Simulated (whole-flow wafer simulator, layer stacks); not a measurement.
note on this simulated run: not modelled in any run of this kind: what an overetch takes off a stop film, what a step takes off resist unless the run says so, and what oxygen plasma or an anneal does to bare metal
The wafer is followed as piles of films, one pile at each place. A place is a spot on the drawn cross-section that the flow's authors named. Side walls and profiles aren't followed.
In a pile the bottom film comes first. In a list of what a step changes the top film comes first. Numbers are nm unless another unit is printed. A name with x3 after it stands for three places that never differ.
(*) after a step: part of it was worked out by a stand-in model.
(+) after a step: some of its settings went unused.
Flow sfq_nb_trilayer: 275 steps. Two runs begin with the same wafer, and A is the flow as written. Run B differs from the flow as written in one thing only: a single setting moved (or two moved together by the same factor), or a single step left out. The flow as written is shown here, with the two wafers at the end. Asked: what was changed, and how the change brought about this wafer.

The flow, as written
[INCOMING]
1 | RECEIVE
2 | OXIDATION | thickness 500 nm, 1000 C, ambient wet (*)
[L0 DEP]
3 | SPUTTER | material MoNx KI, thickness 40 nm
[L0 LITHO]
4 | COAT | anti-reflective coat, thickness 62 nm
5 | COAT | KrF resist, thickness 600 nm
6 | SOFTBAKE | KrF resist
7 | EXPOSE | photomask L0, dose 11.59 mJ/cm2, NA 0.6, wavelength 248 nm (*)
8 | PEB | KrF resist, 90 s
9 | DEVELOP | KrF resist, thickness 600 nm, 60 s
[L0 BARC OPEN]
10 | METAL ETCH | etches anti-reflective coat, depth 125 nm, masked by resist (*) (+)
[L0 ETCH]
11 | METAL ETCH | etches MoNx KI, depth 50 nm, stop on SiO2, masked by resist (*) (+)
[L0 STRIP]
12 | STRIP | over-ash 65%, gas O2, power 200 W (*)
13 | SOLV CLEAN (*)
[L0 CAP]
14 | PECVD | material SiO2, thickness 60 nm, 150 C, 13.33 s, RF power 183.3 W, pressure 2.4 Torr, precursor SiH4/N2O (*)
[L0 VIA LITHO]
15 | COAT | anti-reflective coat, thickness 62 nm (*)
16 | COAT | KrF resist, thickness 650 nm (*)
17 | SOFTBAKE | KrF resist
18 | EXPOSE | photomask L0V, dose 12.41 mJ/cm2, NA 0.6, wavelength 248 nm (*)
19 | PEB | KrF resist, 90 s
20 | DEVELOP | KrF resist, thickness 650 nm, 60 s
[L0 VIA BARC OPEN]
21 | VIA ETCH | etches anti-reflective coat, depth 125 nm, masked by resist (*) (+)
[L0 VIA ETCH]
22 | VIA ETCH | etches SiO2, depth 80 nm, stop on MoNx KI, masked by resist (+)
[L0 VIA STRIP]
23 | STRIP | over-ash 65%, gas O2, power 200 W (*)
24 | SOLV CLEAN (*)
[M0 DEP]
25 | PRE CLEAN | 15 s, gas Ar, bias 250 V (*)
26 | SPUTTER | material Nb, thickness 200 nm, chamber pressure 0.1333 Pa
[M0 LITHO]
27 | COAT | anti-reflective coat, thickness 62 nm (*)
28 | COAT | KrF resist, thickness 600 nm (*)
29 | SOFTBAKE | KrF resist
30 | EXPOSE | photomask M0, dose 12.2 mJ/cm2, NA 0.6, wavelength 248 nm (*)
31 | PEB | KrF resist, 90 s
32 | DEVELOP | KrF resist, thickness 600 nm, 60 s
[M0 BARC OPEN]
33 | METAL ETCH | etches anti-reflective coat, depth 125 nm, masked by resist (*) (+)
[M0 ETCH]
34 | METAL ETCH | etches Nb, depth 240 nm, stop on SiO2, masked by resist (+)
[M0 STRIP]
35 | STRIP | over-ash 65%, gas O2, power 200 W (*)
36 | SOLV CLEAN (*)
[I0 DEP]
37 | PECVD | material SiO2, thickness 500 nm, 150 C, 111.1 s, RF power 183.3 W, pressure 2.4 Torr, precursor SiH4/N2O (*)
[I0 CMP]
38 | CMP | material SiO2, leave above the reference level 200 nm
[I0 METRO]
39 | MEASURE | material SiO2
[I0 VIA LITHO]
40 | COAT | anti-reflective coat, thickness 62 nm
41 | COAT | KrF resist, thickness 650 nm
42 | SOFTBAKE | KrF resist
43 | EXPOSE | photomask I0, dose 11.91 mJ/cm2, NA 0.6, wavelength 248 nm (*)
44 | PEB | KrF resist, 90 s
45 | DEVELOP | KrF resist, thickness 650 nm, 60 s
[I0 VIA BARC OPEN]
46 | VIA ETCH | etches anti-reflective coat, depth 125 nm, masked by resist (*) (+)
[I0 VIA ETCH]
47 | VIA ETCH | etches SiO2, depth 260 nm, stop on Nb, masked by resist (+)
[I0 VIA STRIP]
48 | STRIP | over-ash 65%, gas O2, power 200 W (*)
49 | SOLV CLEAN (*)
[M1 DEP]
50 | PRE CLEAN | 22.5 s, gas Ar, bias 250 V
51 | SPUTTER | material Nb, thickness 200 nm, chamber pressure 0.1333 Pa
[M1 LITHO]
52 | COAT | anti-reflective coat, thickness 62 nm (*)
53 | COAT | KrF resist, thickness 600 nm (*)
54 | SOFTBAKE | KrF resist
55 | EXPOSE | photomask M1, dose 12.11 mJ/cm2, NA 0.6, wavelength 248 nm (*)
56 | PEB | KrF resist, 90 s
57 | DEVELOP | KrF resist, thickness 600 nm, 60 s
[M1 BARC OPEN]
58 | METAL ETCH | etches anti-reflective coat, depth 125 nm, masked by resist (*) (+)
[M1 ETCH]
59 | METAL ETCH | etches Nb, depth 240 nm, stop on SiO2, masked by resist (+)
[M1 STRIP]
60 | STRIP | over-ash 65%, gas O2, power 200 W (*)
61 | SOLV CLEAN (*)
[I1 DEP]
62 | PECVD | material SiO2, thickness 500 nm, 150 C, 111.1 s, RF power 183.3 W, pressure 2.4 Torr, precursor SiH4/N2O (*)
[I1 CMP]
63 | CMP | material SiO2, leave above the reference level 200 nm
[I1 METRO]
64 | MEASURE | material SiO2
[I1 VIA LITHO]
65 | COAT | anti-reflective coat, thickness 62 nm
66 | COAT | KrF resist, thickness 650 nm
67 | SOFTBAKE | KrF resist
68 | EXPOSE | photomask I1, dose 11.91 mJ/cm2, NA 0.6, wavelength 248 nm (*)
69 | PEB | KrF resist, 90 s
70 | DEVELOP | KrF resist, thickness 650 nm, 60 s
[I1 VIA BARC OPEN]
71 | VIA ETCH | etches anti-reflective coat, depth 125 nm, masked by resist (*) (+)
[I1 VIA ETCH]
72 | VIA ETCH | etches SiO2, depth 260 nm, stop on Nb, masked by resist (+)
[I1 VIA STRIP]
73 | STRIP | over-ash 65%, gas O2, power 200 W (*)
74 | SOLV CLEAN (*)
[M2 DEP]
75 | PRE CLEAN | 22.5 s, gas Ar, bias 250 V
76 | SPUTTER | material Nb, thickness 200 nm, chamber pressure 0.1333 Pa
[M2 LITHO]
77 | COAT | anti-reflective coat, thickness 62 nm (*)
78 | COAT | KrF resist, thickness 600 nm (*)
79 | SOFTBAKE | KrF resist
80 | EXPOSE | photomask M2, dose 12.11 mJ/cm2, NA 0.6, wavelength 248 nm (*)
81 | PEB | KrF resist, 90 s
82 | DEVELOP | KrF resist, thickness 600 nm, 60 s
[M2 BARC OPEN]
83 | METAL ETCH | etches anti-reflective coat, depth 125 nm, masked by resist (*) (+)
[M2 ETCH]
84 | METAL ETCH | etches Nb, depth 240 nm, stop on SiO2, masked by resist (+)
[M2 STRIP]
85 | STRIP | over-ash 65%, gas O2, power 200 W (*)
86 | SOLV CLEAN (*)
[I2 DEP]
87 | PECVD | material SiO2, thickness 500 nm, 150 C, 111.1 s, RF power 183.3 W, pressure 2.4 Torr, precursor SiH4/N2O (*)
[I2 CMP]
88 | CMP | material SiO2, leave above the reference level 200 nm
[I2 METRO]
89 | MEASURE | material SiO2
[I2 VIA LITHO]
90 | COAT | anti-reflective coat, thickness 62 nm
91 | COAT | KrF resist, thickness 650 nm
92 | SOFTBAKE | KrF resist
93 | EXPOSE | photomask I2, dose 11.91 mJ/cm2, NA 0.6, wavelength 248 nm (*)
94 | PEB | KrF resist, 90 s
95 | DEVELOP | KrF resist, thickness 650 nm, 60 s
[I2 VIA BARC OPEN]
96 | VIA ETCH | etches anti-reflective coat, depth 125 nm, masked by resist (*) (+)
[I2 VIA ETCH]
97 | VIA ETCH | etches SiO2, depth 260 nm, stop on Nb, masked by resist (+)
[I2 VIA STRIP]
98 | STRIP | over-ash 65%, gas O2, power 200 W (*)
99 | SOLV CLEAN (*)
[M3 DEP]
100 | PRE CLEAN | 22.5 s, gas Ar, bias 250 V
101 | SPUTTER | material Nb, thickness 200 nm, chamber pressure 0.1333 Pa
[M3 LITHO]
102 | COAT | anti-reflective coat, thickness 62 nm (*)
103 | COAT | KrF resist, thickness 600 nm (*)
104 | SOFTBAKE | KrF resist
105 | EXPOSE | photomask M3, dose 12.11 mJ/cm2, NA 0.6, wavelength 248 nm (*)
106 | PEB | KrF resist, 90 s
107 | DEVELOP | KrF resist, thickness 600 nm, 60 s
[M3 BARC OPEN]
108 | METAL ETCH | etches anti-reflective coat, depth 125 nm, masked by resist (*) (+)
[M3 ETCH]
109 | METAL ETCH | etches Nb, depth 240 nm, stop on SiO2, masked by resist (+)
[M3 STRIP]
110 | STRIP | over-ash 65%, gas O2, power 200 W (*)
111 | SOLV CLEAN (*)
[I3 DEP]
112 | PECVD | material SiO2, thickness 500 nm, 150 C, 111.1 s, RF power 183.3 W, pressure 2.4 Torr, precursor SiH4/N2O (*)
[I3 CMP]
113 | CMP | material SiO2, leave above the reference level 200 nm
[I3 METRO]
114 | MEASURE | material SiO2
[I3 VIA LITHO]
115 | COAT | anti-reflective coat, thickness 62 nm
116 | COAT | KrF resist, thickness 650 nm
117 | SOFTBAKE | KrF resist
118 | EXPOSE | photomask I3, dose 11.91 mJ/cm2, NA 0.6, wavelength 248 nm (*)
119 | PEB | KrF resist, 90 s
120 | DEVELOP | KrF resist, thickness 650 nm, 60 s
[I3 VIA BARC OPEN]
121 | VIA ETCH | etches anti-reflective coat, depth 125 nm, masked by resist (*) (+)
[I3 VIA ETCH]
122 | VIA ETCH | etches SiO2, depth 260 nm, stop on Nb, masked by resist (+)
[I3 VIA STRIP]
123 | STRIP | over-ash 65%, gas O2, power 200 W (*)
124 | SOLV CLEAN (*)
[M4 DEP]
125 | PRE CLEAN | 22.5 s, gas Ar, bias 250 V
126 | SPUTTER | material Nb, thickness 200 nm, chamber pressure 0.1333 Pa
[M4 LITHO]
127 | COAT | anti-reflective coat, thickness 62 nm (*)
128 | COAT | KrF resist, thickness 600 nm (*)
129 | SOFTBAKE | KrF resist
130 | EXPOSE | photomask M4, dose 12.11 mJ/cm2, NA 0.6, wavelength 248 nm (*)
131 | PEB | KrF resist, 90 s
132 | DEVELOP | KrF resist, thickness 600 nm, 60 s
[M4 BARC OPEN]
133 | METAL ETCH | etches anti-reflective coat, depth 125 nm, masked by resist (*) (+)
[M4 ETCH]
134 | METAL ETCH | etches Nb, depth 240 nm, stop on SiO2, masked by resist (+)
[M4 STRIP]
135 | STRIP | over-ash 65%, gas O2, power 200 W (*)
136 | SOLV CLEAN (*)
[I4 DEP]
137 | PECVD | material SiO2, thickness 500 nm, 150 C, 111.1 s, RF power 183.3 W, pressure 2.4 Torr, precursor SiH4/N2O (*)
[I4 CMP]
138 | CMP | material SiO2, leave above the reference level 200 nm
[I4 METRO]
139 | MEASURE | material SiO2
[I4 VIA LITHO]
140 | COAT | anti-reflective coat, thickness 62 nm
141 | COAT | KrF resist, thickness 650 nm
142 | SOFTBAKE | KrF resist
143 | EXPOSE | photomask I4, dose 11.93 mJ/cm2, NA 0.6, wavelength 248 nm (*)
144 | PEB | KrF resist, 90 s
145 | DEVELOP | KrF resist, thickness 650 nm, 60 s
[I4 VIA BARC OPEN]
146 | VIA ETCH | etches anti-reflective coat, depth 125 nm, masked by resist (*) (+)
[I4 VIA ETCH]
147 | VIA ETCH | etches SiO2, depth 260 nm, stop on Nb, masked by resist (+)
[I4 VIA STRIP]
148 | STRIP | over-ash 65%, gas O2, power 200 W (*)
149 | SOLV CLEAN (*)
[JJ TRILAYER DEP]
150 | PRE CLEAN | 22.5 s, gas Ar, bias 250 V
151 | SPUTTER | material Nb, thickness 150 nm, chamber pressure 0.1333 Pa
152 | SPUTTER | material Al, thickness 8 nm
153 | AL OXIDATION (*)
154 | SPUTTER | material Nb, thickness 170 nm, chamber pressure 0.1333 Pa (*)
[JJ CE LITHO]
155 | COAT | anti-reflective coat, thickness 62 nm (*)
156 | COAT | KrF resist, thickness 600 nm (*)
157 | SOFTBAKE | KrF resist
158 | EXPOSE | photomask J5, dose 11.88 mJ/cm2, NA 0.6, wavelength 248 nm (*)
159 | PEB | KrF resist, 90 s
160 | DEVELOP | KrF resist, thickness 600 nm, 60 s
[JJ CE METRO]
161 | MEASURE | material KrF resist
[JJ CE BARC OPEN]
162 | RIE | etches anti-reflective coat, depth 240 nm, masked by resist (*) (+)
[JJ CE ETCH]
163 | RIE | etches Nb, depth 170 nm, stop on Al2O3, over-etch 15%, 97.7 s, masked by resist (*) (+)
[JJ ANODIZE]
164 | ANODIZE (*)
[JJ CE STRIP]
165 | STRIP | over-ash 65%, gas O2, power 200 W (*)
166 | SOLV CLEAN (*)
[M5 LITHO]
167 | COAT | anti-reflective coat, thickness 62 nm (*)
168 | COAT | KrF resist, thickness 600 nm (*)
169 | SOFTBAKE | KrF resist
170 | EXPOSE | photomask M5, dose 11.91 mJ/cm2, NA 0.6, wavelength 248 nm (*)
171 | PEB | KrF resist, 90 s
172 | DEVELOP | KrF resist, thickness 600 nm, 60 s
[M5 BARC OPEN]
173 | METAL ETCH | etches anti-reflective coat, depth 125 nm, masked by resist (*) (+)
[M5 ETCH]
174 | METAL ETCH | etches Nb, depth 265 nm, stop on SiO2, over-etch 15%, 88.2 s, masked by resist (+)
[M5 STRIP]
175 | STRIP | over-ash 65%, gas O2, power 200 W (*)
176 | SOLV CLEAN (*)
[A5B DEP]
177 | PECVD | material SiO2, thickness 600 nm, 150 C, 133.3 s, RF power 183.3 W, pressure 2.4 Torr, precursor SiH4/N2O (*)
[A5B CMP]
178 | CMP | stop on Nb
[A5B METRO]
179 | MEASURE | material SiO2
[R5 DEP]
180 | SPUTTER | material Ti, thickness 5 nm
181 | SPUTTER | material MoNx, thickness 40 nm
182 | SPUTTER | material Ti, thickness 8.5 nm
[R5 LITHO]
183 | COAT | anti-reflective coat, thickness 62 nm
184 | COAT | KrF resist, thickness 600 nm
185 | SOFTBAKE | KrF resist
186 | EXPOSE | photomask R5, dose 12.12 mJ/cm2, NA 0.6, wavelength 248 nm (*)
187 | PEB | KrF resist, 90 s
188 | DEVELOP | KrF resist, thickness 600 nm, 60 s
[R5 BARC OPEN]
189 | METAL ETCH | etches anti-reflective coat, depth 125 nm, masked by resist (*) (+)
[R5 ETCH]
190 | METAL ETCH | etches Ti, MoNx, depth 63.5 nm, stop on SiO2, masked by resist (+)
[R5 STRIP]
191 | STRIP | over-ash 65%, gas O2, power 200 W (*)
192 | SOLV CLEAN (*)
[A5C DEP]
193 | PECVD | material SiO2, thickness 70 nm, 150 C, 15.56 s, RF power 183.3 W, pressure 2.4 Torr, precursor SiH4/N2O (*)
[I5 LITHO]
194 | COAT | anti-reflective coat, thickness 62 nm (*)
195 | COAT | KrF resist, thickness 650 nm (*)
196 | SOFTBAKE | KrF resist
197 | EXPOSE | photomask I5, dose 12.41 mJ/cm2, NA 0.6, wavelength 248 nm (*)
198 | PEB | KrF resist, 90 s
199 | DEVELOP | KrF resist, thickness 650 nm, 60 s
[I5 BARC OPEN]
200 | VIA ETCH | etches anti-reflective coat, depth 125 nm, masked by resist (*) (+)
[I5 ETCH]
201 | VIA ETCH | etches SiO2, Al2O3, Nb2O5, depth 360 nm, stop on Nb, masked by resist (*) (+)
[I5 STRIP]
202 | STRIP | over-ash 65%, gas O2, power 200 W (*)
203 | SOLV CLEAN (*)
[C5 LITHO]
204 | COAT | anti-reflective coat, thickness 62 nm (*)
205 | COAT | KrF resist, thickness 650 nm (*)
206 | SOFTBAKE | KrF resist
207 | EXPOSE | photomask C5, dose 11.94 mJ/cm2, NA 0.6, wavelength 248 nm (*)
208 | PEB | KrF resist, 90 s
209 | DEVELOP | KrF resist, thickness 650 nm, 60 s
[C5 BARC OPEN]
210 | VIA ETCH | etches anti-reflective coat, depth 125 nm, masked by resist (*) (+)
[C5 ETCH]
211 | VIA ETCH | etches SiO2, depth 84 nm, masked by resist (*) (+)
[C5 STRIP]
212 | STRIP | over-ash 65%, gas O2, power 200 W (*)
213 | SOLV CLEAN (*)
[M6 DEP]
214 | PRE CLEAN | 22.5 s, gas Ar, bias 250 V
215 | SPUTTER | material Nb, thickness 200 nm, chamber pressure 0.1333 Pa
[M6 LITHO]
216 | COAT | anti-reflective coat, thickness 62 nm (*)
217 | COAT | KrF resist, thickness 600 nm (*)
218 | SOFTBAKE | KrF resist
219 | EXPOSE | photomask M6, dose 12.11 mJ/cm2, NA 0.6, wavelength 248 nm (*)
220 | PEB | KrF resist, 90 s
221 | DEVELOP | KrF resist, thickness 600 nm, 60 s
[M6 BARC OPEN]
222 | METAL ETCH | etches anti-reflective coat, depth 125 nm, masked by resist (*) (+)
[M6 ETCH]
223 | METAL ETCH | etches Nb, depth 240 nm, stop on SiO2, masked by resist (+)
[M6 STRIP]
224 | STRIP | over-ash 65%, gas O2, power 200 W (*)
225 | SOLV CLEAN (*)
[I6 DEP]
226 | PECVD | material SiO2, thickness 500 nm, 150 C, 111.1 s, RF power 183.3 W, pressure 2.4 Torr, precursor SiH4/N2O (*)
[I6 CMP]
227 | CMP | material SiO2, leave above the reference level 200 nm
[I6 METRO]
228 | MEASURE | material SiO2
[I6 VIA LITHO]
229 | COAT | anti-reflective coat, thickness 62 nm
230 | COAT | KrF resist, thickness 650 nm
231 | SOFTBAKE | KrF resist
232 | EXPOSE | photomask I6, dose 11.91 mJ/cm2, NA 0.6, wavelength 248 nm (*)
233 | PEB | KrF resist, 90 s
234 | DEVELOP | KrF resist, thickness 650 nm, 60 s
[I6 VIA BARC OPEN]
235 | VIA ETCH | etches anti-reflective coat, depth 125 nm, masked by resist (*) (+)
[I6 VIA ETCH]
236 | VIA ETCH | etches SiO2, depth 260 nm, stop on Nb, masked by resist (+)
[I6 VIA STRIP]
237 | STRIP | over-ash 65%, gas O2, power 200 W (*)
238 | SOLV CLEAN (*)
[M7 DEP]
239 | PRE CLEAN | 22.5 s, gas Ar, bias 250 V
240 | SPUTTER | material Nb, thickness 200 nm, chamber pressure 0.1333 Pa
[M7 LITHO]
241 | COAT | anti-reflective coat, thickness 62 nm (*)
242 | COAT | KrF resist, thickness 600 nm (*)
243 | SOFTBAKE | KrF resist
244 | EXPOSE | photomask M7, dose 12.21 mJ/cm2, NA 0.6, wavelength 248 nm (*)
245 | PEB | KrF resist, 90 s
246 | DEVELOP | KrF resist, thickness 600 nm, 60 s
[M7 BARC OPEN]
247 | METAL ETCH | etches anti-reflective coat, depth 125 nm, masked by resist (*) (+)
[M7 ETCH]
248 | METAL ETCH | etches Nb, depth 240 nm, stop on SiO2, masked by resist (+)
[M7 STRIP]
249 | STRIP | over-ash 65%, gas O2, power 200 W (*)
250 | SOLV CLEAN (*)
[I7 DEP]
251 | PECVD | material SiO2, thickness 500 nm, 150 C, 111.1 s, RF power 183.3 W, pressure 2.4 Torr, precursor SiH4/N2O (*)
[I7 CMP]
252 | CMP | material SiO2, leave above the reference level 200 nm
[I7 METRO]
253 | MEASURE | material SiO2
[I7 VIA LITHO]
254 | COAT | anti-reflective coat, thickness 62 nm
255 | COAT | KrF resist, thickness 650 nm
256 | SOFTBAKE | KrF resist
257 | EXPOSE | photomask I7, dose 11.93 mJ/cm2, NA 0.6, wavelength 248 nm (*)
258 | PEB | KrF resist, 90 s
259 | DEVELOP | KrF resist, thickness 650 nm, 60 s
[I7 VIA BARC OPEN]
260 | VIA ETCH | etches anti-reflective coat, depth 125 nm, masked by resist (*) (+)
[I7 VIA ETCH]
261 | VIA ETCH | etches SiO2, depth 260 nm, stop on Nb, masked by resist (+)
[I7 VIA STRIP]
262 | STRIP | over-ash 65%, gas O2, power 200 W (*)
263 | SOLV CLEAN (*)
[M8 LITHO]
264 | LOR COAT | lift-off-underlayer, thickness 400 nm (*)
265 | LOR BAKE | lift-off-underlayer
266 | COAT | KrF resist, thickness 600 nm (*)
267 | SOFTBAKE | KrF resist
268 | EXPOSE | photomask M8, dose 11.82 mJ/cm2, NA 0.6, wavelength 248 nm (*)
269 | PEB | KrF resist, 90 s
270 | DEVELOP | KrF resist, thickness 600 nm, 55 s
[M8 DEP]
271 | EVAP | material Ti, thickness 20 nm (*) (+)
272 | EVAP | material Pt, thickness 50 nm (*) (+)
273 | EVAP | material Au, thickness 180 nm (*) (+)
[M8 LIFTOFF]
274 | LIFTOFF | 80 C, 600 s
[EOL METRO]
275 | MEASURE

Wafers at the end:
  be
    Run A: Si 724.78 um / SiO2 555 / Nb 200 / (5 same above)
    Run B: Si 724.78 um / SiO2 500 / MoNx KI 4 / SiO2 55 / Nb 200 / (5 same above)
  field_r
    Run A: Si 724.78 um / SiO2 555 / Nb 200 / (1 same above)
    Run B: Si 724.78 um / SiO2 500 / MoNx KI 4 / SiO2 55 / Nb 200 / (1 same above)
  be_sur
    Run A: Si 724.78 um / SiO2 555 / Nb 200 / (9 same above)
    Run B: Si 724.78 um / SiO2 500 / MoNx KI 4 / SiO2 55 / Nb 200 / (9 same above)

The reason: step 3, SPUTTER: thickness 54 nm was run, though the flow has thickness 40 nm.

How this came from the change, step by step:
  3 | SPUTTER | material MoNx KI, thickness 40 nm
      field_l, v_sur, via_wl and 103 more: A +40 MoNx KI (new film) | B +54 MoNx KI (new film)
  11 | METAL ETCH | etches MoNx KI, depth 50 nm, stop on SiO2, masked by resist (*) (+)
      v_sur, via_wl, via_w and 97 more: A -40 MoNx KI (all of it) | B -50 MoNx KI
  14 | PECVD | material SiO2, thickness 60 nm, 150 C, 13.33 s, RF power 183.3 W, pressure 2.4 Torr, precursor SiH4/N2O (*)
      v_sur, via_wl, via_w and 97 more: A +60 SiO2 | B +60 SiO2 (new film)
  15 | COAT | anti-reflective coat, thickness 62 nm (*)
      field_l: A +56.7 anti-reflective coat (new film) | B +55.5 anti-reflective coat (new film)
      v_sur: A +72.2 anti-reflective coat (new film) | B +74.9 anti-reflective coat (new film)
      (also at 2 further places)
  23 | STRIP | over-ash 65%, gas O2, power 200 W (*)
      field_l: A -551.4 KrF resist (all of it), -56.7 anti-reflective coat (all of it) | B -549.3 KrF resist (all of it), -55.5 anti-reflective coat (all of it)
      v_sur: A -570.5 KrF resist (all of it), -72.2 anti-reflective coat (all of it) | B -573.1 KrF resist (all of it), -74.9 anti-reflective coat (all of it)
      (also at 2 further places)
  27 | COAT | anti-reflective coat, thickness 62 nm (*)
      v_sur: A +72.3 anti-reflective coat (new film) | B +75.1 anti-reflective coat (new film)
      l0_sur: A +47.5 anti-reflective coat (new film) | B +46.5 anti-reflective coat (new film)
      (also at 1 further place)
  35 | STRIP | over-ash 65%, gas O2, power 200 W (*)
      v_sur: A -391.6 KrF resist (all of it), -72.3 anti-reflective coat (all of it) | B -393.9 KrF resist (all of it), -75.1 anti-reflective coat (all of it)
      l0_sur: A -372 KrF resist (all of it), -47.5 anti-reflective coat (all of it) | B -369.2 KrF resist (all of it), -46.5 anti-reflective coat (all of it)
      (also at 1 further place)
  38 | CMP | material SiO2, leave above the reference level 200 nm
      field_l, l0_sur, l0r_line_l, l0r_line_c, l0r_line_r: A -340 SiO2 | B -350 SiO2
      l0v: A -277.8 SiO2 | B -287.8 SiO2
Taking metal films that touch as one body, be has 4 bodies (between them, from the top down: SiO2 503.2; SiO2 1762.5; SiO2 55); the flow as written gives 3 bodies (between them, from the top down: SiO2 503.2; SiO2 1762.5).
Taking metal films that touch as one body, field_r has 2 bodies (between them, from the top down: SiO2 55); the flow as written gives 1 body.
Taking metal films that touch as one body, be_sur has 5 bodies (between them, from the top down: SiO2 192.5; SiO2 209 / Al2O3 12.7 / Nb2O5 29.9; SiO2 1762.5; SiO2 55); the flow as written gives 4 bodies (between them, from the top down: SiO2 192.5; SiO2 209 / Al2O3 12.7 / Nb2O5 29.9; SiO2 1762.5).
